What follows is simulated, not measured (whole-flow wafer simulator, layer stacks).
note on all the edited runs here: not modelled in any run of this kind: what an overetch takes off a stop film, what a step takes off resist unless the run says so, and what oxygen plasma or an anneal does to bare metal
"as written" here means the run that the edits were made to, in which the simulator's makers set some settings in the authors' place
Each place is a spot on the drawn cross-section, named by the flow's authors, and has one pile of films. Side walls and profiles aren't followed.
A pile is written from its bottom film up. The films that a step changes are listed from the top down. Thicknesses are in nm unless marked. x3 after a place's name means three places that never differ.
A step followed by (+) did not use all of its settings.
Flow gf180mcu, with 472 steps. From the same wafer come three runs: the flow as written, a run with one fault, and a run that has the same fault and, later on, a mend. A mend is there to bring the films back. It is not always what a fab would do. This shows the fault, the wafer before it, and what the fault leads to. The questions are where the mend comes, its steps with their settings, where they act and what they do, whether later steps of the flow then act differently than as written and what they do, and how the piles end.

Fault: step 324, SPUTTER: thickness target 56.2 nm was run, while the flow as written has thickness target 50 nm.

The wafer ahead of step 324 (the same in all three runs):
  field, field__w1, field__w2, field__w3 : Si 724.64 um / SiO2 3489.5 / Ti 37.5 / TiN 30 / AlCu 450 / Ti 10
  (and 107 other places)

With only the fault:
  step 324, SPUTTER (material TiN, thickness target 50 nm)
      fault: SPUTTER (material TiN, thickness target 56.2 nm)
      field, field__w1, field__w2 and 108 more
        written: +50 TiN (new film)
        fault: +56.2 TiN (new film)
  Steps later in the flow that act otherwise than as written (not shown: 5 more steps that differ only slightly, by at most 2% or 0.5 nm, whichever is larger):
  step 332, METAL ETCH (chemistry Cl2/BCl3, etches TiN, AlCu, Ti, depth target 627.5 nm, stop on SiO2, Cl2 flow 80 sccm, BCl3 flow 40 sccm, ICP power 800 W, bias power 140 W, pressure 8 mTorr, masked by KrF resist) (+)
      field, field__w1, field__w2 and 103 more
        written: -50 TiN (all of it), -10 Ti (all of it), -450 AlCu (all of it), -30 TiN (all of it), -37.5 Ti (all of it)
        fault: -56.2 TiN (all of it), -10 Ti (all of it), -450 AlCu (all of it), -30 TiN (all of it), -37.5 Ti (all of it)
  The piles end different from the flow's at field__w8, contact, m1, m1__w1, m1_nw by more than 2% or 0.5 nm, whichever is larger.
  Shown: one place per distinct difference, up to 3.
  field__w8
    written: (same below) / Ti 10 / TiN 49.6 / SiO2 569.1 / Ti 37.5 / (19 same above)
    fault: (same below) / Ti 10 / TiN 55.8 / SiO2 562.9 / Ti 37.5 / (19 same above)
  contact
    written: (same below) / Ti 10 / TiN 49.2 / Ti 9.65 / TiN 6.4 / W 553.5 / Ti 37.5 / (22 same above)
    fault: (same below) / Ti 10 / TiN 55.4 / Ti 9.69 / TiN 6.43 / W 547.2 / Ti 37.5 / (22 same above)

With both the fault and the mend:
  The mend stands after step 324.
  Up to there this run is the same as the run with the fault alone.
  step 324a, METAL ETCH (chemistry Cl2/BCl3, etches TiN, AlCu, Ti, depth target 6.2 nm, Cl2 flow 80 sccm, BCl3 flow 40 sccm, ICP power 800 W, bias power 140 W, pressure 8 mTorr) (the flow's step 260 again, with other settings)
      field, field__w1, field__w2 and 108 more
        -6.2 TiN
  Later steps of the flow that are run all act as written at every place that is followed.
  The piles end the same as the flow's at every place that both follow.
